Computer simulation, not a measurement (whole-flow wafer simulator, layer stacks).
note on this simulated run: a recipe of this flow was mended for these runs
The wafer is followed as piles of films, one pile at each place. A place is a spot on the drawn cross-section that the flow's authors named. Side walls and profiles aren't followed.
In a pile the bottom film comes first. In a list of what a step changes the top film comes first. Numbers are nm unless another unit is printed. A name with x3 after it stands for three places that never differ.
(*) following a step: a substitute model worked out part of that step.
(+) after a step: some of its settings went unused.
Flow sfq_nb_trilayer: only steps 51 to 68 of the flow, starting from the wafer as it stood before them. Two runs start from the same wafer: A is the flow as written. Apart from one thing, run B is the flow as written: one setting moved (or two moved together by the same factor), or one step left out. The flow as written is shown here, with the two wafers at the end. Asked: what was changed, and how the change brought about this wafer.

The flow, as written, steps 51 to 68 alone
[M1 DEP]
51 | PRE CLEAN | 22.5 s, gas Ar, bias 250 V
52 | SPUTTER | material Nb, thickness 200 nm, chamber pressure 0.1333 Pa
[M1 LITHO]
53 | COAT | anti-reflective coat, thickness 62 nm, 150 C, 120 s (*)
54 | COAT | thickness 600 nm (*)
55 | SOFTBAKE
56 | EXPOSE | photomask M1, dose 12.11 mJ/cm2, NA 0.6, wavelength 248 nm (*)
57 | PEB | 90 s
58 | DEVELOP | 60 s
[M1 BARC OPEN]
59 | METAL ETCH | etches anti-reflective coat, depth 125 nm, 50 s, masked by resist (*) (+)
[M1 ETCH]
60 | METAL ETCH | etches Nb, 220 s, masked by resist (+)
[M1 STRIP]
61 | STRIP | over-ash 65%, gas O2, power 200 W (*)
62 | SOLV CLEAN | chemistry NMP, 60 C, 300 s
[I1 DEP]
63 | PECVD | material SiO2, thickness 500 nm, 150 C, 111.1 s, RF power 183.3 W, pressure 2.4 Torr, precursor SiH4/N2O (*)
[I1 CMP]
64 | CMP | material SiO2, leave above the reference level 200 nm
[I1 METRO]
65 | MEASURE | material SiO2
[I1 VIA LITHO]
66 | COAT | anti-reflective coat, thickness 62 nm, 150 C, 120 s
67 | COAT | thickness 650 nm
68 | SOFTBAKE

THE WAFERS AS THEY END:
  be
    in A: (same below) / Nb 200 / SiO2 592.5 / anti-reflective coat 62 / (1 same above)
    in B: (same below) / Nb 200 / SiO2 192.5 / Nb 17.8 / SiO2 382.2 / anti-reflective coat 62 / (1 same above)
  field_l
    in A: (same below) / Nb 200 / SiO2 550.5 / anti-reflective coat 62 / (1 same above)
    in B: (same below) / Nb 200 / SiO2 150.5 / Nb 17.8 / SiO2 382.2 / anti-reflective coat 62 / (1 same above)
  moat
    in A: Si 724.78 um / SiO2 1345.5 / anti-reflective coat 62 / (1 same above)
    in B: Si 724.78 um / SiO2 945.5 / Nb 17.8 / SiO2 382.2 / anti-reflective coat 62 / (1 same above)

What caused this: step 60, METAL ETCH: 167 s was run, whereas the flow has 220 s.

How this came from the change, step by step:
  60 | METAL ETCH | etches Nb, 220 s, masked by resist (+)
      field_l, be, be_sur and 79 more: A Nb loses 200 (all of it), SiO2 loses 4 | B Nb loses 182.2
      v_sur, via_wl, via_w and 21 more: A KrF-resist-other-grade loses 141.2 | B KrF-resist-other-grade loses 107.2
  61 | STRIP | over-ash 65%, gas O2, power 200 W (*)
      wl_j_sl x16: A KrF-resist-other-grade loses 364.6 (all of it), anti-reflective coat loses 62 (all of it) | B KrF-resist-other-grade loses 398.6 (all of it), anti-reflective coat loses 62 (all of it)
      v_sur: A KrF-resist-other-grade loses 361.9 (all of it), anti-reflective coat loses 45.6 (all of it) | B KrF-resist-other-grade loses 395.9 (all of it), anti-reflective coat loses 45.6 (all of it)
      (also at 7 further places)
  63 | PECVD | material SiO2, thickness 500 nm, 150 C, 111.1 s, RF power 183.3 W, pressure 2.4 Torr, precursor SiH4/N2O (*)
      field_l, be, be_sur and 72 more: A SiO2 gains 500 | B SiO2 gains 500 (new film)
      lsp_m, ln_m6, lsp_r, l0_sur, l0v: A SiO2 gains 494.8 | B SiO2 gains 500 (new film)
      (also at 2 further places)
  64 | CMP | material SiO2, leave above the reference level 200 nm
      field_l, be, be_sur and 72 more: A SiO2 loses 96 | B SiO2 loses 117.8
      lsp_m, ln_m6, lsp_r, l0_sur, l0v: A SiO2 loses 90.8 | B SiO2 loses 117.8
If metal films that touch count as one body, be has 2 bodies (between them, from the top down: SiO2 192.5); the flow as written gives 1 body.
If metal films that touch count as one body, field_l has 3 bodies (between them, from the top down: SiO2 150.5; SiO2 55); the flow as written gives 2 bodies (between them, from the top down: SiO2 55).
If metal films that touch count as one body, moat has 1 body; the flow as written gives 0 bodies.
